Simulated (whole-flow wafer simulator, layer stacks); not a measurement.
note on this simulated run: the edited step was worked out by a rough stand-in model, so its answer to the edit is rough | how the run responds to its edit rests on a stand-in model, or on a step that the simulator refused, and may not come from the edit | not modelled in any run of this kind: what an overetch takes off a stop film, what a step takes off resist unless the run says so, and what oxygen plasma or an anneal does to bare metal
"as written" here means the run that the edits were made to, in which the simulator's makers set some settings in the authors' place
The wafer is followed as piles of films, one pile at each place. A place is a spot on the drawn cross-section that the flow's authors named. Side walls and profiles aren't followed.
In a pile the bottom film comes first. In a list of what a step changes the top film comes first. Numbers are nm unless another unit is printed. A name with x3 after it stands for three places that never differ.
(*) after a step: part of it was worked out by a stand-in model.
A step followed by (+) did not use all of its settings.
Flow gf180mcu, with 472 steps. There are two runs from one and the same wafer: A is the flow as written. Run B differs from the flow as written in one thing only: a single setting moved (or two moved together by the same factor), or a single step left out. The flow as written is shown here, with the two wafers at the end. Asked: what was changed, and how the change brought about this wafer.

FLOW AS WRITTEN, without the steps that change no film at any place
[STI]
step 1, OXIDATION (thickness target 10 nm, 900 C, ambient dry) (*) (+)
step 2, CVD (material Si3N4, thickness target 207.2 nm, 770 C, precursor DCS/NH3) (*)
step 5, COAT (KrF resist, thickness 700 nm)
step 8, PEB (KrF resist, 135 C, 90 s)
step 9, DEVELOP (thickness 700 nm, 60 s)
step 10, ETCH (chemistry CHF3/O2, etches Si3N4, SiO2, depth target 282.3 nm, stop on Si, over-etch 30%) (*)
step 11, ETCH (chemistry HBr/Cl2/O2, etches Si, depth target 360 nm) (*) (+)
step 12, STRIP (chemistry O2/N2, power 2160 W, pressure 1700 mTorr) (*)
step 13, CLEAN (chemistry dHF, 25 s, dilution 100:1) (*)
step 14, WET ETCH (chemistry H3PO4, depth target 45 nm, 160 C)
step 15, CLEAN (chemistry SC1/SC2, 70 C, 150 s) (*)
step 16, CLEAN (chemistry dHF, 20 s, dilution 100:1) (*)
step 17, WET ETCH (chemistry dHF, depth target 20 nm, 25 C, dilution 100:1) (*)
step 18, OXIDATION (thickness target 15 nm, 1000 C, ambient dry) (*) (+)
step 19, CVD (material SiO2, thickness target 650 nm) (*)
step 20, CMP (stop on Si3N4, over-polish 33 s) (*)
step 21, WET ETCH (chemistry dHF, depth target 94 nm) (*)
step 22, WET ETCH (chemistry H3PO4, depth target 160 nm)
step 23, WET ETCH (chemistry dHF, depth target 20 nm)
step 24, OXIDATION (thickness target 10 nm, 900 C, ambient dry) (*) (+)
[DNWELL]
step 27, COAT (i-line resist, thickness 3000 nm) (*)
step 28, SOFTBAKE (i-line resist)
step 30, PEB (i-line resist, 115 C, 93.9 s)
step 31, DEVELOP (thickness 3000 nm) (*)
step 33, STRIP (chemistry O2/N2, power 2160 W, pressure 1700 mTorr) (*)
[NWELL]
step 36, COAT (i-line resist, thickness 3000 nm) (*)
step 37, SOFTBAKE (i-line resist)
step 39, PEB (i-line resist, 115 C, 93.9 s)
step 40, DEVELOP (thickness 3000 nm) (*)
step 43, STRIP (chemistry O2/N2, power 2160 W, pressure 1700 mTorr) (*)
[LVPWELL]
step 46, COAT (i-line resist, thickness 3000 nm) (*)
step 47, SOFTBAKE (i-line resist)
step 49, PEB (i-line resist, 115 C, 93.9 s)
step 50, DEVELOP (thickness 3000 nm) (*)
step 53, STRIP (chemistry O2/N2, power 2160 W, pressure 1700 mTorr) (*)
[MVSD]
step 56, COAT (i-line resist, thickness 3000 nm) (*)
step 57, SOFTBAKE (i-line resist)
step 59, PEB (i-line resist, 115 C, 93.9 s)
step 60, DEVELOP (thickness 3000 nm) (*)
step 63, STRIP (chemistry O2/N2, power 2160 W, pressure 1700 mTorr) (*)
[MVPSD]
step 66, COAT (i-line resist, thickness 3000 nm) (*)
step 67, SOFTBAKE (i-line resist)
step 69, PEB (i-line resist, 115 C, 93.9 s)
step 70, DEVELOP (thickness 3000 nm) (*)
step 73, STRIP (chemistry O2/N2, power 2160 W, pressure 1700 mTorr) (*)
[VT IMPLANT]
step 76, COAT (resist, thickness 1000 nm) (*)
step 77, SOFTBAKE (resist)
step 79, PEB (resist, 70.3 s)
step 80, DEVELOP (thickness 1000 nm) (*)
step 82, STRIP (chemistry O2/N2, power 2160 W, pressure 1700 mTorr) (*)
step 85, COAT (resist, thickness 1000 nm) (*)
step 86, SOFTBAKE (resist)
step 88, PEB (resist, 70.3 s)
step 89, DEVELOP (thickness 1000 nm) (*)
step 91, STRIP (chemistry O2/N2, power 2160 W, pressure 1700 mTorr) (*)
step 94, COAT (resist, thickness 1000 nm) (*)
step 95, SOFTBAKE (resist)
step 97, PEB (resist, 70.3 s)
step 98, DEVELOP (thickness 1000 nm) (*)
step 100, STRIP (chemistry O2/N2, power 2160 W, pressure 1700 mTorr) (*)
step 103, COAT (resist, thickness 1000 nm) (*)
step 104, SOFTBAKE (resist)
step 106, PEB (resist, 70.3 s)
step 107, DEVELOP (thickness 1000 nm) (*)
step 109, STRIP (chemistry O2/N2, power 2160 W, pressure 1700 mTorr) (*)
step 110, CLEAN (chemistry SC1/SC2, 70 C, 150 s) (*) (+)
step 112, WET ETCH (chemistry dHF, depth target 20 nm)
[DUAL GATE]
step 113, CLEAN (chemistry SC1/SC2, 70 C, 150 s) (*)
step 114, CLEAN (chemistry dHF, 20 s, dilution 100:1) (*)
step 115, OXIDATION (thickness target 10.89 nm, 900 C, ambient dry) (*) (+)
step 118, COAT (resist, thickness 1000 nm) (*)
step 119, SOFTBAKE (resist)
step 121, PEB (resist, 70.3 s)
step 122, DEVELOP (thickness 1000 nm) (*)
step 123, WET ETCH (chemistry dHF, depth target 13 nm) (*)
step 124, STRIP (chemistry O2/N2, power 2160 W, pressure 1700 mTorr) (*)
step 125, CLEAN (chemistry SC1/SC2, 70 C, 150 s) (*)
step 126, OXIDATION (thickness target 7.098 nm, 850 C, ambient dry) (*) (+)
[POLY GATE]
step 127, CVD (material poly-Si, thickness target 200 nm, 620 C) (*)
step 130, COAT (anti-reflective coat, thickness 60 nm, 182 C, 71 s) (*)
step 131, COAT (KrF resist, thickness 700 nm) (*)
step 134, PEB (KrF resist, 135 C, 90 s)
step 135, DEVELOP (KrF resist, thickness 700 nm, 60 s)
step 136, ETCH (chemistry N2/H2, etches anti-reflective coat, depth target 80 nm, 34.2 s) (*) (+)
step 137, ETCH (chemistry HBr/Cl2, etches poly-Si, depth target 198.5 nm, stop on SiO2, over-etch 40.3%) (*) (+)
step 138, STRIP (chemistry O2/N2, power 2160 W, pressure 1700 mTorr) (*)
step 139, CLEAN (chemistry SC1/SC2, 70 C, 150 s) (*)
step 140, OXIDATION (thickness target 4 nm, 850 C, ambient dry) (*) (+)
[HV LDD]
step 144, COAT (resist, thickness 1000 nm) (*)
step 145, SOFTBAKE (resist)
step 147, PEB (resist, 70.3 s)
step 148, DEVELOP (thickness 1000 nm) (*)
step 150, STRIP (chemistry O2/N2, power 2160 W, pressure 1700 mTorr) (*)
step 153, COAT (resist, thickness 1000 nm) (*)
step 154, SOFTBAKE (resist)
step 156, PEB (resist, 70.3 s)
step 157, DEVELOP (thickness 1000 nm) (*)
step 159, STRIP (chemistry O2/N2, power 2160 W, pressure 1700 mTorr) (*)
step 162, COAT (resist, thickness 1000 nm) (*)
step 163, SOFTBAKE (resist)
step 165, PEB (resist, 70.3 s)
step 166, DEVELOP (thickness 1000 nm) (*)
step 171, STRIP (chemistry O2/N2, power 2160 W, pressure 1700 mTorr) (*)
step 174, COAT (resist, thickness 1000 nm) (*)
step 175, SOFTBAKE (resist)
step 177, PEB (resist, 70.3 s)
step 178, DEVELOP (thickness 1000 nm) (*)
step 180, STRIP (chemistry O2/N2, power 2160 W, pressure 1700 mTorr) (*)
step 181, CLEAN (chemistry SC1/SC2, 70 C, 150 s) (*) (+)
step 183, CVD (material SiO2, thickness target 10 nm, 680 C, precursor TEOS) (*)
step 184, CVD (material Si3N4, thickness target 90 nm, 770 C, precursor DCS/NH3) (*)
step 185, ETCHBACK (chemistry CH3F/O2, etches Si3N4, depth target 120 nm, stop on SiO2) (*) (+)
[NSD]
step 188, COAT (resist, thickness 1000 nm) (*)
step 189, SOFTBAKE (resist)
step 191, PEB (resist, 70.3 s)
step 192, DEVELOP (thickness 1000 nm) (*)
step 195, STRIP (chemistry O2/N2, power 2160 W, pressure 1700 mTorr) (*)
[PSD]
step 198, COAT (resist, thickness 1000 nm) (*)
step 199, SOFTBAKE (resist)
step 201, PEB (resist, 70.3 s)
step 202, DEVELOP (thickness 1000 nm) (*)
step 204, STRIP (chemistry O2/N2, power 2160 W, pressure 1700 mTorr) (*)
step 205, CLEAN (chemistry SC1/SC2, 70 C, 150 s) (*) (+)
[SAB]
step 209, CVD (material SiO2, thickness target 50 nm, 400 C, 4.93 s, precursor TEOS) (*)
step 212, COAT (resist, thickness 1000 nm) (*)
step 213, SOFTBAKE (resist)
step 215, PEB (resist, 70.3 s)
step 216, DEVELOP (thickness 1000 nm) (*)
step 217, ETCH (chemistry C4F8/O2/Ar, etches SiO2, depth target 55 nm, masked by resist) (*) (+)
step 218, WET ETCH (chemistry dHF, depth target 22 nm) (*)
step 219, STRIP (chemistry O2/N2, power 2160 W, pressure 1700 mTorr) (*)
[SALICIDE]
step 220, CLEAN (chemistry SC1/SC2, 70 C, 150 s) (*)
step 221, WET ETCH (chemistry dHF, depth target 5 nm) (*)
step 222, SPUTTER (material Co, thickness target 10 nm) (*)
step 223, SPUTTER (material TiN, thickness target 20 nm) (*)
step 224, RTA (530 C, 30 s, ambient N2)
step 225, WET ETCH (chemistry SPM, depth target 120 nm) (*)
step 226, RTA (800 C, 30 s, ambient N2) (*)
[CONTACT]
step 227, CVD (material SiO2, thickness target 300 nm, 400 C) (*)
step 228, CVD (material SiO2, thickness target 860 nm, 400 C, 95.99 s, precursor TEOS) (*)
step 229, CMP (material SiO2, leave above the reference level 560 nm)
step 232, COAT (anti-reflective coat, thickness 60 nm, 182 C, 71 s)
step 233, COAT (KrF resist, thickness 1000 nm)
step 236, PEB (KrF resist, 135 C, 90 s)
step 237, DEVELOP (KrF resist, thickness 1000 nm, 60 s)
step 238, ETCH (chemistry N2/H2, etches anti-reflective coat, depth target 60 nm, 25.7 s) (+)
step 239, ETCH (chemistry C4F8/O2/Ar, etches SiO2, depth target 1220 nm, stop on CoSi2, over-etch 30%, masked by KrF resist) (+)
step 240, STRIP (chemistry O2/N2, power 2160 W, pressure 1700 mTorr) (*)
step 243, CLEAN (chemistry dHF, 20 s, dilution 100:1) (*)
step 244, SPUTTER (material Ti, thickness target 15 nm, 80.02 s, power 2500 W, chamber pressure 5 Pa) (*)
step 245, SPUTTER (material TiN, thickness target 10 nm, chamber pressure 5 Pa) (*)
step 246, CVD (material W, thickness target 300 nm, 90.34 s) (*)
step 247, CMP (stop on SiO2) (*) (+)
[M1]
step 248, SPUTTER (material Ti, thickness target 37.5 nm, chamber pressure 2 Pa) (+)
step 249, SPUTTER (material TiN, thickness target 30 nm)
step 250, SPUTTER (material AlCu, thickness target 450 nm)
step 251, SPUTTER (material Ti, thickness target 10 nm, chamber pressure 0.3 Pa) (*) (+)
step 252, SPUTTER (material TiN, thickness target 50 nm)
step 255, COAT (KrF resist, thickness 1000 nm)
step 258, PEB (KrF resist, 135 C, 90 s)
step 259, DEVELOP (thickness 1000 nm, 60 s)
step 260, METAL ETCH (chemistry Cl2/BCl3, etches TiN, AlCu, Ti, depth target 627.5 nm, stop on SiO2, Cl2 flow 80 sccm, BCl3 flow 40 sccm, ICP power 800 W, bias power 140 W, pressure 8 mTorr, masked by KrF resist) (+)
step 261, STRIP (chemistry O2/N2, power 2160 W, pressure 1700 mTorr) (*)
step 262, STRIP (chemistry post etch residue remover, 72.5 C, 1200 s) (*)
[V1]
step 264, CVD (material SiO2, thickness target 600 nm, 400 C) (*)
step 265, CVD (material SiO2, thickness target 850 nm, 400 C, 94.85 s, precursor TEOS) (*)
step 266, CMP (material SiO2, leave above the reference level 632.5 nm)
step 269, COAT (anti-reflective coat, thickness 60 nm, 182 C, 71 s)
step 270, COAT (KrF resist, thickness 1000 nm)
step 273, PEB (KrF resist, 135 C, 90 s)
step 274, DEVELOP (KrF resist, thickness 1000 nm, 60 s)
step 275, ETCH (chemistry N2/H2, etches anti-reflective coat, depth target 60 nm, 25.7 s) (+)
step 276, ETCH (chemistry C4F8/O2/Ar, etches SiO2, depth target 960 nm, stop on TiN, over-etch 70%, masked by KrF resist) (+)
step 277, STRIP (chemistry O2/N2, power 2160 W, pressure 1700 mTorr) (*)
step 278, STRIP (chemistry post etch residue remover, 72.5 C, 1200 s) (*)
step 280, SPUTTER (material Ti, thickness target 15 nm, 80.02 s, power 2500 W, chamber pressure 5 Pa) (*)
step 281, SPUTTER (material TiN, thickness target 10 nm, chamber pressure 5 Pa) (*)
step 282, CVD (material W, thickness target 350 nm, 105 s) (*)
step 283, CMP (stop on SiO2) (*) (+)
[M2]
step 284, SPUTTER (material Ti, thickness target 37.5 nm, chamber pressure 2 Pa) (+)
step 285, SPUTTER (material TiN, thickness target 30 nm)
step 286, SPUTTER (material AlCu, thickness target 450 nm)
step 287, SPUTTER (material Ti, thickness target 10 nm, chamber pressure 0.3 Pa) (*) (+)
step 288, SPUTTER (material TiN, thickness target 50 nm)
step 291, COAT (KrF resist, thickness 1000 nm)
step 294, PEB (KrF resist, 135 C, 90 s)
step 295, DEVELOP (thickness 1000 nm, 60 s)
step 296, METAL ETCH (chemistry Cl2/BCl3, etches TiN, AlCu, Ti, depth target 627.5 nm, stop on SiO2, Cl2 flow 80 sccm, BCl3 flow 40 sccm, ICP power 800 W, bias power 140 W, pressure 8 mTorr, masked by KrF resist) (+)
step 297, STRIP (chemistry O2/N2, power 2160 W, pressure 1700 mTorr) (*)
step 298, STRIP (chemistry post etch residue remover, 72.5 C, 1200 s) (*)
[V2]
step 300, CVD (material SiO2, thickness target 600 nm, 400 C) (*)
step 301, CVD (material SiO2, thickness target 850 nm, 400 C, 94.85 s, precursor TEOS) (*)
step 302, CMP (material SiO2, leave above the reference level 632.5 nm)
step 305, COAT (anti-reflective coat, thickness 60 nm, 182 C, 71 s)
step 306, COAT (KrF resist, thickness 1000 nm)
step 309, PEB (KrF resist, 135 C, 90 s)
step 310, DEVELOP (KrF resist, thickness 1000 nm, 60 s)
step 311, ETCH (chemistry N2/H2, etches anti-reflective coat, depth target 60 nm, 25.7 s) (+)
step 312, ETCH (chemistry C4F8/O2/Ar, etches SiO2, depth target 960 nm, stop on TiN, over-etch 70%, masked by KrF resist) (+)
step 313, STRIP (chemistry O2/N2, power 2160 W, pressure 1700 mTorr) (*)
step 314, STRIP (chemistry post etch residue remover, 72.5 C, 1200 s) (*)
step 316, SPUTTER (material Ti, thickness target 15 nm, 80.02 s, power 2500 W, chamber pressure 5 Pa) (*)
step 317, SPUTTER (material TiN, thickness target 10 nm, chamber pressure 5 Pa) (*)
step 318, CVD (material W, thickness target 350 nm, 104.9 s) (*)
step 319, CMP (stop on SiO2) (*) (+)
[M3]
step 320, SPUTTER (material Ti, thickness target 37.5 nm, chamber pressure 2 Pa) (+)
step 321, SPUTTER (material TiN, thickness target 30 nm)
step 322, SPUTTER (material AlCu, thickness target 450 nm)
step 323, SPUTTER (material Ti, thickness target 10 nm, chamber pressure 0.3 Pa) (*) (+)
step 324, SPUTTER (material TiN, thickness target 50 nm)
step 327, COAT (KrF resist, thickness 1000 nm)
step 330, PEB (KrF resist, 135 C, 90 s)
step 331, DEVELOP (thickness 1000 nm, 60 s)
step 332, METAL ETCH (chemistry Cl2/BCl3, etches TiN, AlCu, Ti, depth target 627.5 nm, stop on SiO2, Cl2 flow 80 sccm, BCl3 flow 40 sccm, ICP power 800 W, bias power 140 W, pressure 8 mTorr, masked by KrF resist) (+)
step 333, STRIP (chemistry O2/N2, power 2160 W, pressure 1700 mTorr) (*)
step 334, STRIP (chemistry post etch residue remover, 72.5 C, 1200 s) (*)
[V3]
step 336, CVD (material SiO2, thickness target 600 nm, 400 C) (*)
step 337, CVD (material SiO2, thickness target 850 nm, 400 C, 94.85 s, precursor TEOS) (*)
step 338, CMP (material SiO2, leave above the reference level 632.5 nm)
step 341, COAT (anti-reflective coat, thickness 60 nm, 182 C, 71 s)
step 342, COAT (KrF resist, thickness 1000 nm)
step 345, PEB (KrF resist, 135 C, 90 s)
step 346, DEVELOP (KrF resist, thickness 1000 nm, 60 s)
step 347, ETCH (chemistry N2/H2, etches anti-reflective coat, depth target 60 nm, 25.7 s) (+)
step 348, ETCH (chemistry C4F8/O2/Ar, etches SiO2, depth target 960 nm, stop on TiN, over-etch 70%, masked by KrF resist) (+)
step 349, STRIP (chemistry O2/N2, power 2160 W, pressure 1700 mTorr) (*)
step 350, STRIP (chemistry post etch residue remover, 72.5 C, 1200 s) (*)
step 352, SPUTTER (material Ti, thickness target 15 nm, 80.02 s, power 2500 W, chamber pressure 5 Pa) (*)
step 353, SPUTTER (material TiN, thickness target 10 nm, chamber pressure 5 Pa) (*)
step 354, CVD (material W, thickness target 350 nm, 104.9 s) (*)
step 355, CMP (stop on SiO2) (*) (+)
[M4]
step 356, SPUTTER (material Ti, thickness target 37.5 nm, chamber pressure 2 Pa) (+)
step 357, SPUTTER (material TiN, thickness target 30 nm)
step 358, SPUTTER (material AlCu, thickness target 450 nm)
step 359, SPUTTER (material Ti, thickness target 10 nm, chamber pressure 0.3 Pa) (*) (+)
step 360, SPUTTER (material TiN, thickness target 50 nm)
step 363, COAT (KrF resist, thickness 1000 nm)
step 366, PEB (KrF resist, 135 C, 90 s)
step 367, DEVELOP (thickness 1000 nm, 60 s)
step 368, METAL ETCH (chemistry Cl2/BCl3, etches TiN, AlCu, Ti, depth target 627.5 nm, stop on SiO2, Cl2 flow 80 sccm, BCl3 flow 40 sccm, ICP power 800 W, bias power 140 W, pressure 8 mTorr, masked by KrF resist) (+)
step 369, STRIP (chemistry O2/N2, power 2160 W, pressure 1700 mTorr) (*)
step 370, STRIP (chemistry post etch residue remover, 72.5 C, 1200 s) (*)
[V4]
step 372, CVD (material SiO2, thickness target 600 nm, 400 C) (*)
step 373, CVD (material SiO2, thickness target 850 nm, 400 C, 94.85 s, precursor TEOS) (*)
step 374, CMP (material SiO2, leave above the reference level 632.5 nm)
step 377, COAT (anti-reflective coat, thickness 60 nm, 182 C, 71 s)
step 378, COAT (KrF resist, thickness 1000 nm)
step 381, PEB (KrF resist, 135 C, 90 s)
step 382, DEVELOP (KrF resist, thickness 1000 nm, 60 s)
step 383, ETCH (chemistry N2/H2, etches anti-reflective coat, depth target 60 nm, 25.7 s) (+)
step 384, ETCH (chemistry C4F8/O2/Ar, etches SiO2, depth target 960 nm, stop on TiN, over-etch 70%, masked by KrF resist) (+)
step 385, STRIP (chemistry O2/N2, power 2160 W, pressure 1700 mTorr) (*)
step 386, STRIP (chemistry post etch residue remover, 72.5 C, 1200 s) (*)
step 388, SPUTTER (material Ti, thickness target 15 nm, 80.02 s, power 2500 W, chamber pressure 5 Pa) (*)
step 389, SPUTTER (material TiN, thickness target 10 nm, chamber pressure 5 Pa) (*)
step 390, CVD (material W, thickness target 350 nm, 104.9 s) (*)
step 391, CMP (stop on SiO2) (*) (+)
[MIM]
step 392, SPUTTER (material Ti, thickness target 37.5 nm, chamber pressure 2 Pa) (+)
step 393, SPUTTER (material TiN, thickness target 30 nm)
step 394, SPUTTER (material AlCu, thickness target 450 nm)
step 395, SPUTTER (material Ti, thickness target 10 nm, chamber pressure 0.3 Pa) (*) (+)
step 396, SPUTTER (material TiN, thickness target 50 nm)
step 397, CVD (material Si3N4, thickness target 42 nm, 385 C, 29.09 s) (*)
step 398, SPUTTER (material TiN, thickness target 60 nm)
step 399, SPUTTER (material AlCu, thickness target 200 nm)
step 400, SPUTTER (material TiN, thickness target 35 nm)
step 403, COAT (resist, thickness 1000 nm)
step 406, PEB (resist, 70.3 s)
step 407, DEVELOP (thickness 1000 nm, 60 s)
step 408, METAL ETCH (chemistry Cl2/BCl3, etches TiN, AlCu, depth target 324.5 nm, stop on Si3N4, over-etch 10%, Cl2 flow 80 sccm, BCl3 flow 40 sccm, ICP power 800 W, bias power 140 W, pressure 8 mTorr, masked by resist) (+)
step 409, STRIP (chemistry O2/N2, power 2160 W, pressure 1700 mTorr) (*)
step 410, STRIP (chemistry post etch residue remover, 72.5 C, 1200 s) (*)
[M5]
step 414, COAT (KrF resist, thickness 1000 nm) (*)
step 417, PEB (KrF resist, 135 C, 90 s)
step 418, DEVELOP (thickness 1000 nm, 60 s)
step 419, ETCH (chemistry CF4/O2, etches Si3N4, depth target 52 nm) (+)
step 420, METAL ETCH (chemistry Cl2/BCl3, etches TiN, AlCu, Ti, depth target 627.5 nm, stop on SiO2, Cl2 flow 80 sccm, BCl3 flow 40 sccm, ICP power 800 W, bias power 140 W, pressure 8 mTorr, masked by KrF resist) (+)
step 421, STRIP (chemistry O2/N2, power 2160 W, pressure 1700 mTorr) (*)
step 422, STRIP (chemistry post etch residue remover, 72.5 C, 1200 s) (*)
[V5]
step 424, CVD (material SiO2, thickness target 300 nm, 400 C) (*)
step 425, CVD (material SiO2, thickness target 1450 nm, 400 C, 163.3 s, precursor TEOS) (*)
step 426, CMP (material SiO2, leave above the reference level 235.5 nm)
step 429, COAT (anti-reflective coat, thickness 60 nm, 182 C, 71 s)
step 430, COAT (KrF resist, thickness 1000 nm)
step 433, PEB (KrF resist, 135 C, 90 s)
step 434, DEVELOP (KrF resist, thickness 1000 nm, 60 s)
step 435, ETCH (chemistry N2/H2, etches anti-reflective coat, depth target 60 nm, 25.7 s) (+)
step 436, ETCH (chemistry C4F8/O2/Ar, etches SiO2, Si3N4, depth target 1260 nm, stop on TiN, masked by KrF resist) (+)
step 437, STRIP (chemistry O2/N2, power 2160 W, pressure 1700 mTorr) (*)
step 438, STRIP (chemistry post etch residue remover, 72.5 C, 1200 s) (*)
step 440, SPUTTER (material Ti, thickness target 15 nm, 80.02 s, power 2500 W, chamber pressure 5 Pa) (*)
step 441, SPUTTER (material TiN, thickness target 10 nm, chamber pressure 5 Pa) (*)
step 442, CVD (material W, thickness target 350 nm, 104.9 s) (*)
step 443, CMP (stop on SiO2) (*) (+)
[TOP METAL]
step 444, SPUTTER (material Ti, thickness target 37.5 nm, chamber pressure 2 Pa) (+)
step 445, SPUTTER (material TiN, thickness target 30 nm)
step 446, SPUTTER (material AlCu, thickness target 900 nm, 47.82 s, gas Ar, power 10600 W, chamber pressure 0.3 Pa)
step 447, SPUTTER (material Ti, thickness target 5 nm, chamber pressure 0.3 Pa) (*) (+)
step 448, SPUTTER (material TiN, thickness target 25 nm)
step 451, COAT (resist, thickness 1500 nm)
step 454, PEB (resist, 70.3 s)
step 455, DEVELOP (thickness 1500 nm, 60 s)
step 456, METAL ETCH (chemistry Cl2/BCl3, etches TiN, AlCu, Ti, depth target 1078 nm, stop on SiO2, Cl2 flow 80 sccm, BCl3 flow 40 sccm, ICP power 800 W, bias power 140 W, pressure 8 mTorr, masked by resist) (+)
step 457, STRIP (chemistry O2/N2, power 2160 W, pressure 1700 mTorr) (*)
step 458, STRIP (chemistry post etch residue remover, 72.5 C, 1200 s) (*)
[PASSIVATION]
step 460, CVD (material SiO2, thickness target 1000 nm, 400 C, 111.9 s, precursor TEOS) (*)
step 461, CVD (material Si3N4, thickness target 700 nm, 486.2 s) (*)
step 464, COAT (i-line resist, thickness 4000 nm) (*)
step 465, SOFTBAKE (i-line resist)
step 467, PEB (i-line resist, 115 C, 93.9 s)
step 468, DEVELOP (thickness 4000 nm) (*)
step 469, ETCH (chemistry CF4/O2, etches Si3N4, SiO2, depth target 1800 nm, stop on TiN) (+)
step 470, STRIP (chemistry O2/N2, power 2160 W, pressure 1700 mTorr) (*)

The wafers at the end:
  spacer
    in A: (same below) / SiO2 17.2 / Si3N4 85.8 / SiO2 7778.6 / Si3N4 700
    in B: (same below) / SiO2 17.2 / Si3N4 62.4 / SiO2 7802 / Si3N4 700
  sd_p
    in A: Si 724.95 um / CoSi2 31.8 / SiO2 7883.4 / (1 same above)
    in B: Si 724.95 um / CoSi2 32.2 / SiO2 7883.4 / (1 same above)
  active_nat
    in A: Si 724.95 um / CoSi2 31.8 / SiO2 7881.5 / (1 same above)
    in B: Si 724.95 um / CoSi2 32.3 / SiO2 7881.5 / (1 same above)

The reason: step 184, CVD: thickness target 66.6 nm was run, whereas the flow has thickness target 90 nm.

How this came from the change, step by step:
  step 184, CVD (material Si3N4, thickness target 90 nm, 770 C, precursor DCS/NH3) (*)
      field, field__w1, field__w2 and 101 more: A +90 Si3N4 (new film) | B +66.6 Si3N4 (new film)
  step 185, ETCHBACK (chemistry CH3F/O2, etches Si3N4, depth target 120 nm, stop on SiO2) (*) (+)
      field, field__w1, field__w2 and 100 more: A -90 Si3N4 (all of it), -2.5 SiO2 | B -66.6 Si3N4 (all of it), -4.45 SiO2
  step 188, COAT (resist, thickness 1000 nm) (*)
      spacer: A +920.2 resist (new film) | B +941.5 resist (new film)
  step 189, SOFTBAKE (resist)
      field: A +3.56 resist | B -0.34 resist
      field__w9: A +6.92 resist | B +6.41 resist
      (also at 4 further places)
  step 192, DEVELOP (thickness 1000 nm) (*)
      spacer: A -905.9 resist (all of it) | B -926.8 resist (all of it)
  step 195, STRIP (chemistry O2/N2, power 2160 W, pressure 1700 mTorr) (*)
      field: A -1026.7 resist (all of it) | B -1006.1 resist (all of it)
  step 198, COAT (resist, thickness 1000 nm) (*)
      spacer: A +920.2 resist (new film) | B +941.5 resist (new film)
  step 199, SOFTBAKE (resist)
      field: A +3.56 resist | B -0.34 resist
      field__w9: A +6.92 resist | B +6.41 resist
      (also at 4 further places)
  step 204, STRIP (chemistry O2/N2, power 2160 W, pressure 1700 mTorr) (*)
      field: A -1026.7 resist (all of it) | B -1006.1 resist (all of it)
      spacer: A -905.9 resist (all of it) | B -926.8 resist (all of it)
  step 212, COAT (resist, thickness 1000 nm) (*)
      spacer: A +919.4 resist (new film) | B +940.6 resist (new film)
  step 213, SOFTBAKE (resist)
      field__w5: A +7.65 resist | B +7.12 resist
      npoly_sal: A -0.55 resist | B -1.08 resist
  step 216, DEVELOP (thickness 1000 nm) (*)
      spacer: A -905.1 resist (all of it) | B -925.9 resist (all of it)
  step 218, WET ETCH (chemistry dHF, depth target 22 nm) (*)
      gate, gate_hv, gate_p and 23 more: A -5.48 SiO2 (all of it) | B -3.53 SiO2 (all of it)
      active, p_well, sd_n, iso_ptap_pw, iso_ntap_nw, iso_ptap_sub, vpnp_e: A -9.01 SiO2 (all of it) | B -7.06 SiO2 (all of it)
      (also at 16 further places)
  step 222, SPUTTER (material Co, thickness target 10 nm) (*)
      field__w2: A +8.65 Co (new film) | B +9.19 Co (new film)
      field__w3: A +8.06 Co (new film) | B +8.77 Co (new film)
      (also at 1 further place)
  step 223, SPUTTER (material TiN, thickness target 20 nm) (*)
      field__w2: A +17 TiN (new film) | B +18.2 TiN (new film)
      field__w3: A +15.7 TiN (new film) | B +17.2 TiN (new film)
      (also at 6 further places)
  step 224, RTA (530 C, 30 s, ambient N2)
      ld_sd_n: A under 1 film: +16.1 CoSi (new film), -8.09 Co (all of it), -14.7 Si | B under 1 film: +16.8 CoSi (new film), -8.43 Co (all of it), -15.3 Si
      ld_drn_n: A under 1 film: +17.9 CoSi (new film), -9.02 Co (all of it), -16.4 Si | B under 1 film: +18.6 CoSi (new film), -9.36 Co (all of it), -17 Si
      (also at 1 further place)
  ... 2 other steps ...
  step 229, CMP (material SiO2, leave above the reference level 560 nm)
      spacer: A -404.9 SiO2 | B -381.5 SiO2
